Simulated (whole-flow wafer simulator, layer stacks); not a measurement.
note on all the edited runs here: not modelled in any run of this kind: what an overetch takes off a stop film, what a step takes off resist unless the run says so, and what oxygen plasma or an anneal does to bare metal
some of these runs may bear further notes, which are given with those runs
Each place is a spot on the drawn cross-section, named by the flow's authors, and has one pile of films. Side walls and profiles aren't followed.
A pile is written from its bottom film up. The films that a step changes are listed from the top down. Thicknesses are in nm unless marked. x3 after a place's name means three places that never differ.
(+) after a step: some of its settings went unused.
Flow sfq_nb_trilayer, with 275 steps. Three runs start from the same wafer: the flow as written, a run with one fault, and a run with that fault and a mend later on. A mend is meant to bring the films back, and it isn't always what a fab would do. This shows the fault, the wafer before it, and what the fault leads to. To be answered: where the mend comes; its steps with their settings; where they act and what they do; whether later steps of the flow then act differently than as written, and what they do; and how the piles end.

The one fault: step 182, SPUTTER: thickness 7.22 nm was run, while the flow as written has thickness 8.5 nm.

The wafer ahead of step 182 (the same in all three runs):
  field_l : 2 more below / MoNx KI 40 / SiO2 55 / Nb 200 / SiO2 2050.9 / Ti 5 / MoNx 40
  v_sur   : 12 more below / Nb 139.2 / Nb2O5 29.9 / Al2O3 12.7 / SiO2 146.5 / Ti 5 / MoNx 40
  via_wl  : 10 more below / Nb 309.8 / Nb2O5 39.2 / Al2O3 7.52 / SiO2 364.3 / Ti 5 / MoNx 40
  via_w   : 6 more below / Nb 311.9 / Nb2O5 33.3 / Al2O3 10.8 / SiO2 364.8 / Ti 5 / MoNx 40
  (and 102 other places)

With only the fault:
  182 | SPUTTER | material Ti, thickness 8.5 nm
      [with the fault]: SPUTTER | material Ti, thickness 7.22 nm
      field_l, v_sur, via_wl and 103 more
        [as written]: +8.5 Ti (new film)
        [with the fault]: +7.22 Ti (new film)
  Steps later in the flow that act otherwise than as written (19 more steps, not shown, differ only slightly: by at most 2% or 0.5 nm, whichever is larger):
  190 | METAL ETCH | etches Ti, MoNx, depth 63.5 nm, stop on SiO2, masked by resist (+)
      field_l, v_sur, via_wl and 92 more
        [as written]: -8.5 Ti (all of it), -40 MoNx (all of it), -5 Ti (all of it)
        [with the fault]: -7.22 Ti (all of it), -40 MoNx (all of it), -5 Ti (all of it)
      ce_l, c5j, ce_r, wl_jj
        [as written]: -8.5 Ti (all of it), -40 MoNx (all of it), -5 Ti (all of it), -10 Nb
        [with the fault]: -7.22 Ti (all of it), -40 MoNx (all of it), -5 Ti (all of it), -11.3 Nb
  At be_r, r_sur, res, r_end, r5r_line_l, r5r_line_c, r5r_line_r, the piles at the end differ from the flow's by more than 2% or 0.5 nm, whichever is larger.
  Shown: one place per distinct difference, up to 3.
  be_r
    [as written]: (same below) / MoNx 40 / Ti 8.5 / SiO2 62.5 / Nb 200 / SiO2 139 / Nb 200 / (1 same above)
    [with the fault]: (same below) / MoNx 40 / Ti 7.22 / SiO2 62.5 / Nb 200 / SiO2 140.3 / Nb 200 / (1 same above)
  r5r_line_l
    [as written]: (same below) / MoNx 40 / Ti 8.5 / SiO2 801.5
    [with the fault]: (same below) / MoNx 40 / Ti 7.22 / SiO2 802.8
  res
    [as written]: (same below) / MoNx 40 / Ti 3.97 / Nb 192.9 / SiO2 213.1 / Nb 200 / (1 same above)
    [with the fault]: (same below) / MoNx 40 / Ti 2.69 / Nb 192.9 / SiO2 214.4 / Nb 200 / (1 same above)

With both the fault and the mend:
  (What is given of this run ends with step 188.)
  After step 182 comes the mend.
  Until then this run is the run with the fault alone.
  182a | SPUTTER | material Ti, thickness 1.28 nm (the flow's step 182 again, with other settings)
      field_l, v_sur, via_wl and 103 more
        +1.28 Ti
  Later steps of the flow up to step 188 that are run all act as written at every place that is followed.
  The piles after step 188 are the same as the flow's at every place that both follow.
